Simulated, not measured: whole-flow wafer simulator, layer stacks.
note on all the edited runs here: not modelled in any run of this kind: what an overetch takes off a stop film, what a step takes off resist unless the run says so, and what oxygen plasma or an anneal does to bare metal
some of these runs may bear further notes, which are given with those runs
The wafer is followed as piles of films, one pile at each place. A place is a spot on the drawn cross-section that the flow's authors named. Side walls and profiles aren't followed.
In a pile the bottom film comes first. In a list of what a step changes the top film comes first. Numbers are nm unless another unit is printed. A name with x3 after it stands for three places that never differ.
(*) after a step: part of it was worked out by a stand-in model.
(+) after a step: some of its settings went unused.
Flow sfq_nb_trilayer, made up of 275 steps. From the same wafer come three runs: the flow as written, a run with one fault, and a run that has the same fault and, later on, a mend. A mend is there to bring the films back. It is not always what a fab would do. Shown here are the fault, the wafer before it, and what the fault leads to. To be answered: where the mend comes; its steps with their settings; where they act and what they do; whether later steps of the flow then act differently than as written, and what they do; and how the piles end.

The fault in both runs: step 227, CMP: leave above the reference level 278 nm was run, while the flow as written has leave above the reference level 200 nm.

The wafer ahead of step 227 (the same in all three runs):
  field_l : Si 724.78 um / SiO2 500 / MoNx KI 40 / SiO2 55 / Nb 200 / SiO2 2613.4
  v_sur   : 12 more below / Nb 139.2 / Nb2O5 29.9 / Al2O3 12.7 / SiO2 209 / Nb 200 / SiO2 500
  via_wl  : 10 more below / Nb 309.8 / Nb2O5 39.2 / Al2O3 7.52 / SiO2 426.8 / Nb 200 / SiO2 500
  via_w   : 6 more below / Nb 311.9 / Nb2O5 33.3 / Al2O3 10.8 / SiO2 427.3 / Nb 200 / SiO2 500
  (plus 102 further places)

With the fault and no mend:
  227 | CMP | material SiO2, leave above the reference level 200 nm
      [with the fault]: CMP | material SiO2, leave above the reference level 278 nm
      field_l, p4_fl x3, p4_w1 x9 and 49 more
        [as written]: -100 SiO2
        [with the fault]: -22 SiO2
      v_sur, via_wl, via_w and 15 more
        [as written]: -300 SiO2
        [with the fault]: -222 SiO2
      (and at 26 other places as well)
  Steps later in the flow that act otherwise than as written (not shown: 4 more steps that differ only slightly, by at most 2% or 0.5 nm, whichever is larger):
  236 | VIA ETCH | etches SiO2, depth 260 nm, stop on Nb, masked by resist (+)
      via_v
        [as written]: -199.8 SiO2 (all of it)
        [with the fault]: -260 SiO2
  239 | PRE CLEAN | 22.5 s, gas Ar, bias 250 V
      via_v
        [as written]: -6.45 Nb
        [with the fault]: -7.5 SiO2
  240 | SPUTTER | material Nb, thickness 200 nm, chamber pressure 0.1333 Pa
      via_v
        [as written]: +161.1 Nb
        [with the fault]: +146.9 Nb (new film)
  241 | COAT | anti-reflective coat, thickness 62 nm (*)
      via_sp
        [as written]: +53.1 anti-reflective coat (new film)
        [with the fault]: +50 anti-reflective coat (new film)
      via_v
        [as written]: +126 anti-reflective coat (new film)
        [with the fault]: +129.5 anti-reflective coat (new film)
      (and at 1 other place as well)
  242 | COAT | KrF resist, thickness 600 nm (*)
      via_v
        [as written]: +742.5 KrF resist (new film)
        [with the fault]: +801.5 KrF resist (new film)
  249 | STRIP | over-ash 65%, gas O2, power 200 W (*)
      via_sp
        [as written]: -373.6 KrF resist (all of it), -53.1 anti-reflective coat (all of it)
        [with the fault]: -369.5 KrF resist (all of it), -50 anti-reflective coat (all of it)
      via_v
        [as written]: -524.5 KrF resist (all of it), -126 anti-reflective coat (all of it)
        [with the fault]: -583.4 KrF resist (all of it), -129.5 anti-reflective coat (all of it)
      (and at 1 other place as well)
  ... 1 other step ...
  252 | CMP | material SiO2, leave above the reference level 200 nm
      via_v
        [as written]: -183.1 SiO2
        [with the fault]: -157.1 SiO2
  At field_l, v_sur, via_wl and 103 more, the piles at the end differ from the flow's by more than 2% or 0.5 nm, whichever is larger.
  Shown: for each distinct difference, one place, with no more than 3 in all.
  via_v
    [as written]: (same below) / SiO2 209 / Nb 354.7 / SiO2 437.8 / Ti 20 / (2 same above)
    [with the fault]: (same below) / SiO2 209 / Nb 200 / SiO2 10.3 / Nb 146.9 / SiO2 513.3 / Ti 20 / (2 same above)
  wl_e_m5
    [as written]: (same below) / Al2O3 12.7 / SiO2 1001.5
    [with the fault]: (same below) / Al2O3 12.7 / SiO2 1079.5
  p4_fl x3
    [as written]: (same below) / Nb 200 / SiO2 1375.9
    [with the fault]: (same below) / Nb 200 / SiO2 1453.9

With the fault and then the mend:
  The mend stands after step 228.
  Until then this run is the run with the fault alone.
  228a | CMP | material SiO2, leave above the reference level 200 nm (the flow's step 227, run once more)
      field_l, v_sur, via_wl and 103 more
        -78 SiO2
  None of the later steps of the flow acts differently than as written at any place that is followed.
  By the end, the piles equal the flow's at every place that both follow.
